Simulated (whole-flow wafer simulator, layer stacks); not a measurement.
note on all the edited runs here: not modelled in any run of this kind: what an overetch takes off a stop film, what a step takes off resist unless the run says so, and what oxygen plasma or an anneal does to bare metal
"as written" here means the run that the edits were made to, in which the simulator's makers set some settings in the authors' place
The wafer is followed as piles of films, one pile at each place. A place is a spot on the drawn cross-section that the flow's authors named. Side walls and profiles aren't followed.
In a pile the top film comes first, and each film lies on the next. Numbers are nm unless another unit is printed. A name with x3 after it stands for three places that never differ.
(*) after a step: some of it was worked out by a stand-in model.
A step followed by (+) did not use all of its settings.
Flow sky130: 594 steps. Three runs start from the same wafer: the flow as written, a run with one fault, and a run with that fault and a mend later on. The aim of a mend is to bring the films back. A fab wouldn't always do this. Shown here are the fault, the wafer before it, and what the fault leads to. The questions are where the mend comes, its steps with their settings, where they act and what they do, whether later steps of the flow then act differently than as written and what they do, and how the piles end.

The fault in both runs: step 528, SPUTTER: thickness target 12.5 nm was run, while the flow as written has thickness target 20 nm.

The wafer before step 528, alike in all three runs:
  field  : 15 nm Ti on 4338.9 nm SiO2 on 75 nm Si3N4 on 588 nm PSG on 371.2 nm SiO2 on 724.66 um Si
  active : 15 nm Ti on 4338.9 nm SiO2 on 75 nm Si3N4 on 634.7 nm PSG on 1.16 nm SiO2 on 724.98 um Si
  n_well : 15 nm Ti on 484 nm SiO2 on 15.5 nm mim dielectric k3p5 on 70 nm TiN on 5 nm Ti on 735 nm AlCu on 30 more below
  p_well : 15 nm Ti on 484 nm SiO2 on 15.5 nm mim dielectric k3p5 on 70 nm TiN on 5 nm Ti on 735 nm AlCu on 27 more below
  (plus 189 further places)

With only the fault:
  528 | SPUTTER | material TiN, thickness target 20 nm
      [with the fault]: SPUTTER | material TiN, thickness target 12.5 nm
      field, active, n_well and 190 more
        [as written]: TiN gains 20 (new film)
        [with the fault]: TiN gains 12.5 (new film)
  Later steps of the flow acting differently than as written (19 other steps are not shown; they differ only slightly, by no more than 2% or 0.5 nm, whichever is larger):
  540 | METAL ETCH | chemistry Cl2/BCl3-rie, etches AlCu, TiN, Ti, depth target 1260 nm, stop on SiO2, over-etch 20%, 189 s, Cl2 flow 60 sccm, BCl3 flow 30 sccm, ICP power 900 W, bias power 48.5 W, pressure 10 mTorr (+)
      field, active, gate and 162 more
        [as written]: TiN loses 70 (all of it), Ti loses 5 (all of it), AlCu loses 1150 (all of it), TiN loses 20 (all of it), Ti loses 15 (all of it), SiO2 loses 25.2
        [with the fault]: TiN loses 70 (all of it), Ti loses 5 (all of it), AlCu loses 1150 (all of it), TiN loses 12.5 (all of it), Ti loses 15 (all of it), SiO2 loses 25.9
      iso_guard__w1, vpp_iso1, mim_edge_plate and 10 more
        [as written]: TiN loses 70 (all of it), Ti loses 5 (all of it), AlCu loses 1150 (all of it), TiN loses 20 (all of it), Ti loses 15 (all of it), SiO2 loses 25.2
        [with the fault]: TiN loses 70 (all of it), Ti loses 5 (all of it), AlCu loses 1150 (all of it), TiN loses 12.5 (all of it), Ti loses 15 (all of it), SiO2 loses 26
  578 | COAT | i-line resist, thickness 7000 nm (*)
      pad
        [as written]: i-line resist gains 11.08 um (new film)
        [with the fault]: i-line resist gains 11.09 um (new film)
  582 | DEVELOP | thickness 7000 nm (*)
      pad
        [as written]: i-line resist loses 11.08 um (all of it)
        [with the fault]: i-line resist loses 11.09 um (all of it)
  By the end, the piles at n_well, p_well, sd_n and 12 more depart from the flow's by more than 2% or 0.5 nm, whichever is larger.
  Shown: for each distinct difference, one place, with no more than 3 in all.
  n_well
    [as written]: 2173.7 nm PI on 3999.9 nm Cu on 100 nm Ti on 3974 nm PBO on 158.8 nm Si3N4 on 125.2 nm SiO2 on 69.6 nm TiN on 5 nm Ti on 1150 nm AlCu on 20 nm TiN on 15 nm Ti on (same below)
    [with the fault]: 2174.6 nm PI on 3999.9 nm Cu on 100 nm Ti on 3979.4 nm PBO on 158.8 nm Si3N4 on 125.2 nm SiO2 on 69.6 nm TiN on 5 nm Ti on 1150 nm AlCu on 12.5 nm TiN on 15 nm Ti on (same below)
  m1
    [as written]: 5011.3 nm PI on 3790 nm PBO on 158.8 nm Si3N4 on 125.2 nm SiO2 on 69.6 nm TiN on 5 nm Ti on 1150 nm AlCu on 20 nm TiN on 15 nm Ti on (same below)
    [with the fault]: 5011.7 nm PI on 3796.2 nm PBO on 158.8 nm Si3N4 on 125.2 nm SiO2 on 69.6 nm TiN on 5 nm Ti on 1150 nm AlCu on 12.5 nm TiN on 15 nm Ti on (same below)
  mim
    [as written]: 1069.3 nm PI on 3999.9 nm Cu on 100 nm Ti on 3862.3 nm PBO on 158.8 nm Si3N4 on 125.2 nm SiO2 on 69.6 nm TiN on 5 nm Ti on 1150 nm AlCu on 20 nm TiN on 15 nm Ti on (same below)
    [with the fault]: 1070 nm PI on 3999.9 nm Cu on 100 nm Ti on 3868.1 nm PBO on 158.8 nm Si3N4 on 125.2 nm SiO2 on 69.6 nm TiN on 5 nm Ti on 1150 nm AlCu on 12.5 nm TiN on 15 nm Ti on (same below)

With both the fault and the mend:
  The mend stands after step 528.
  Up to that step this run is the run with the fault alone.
  528a | SPUTTER | material TiN, thickness target 7.5 nm (the flow's step 528 again, with other settings)
      field, active, n_well and 190 more
        TiN gains 7.5
  None of the later steps of the flow acts differently than as written at any place that is followed.
  By the end, the piles equal the flow's at every place that both follow.
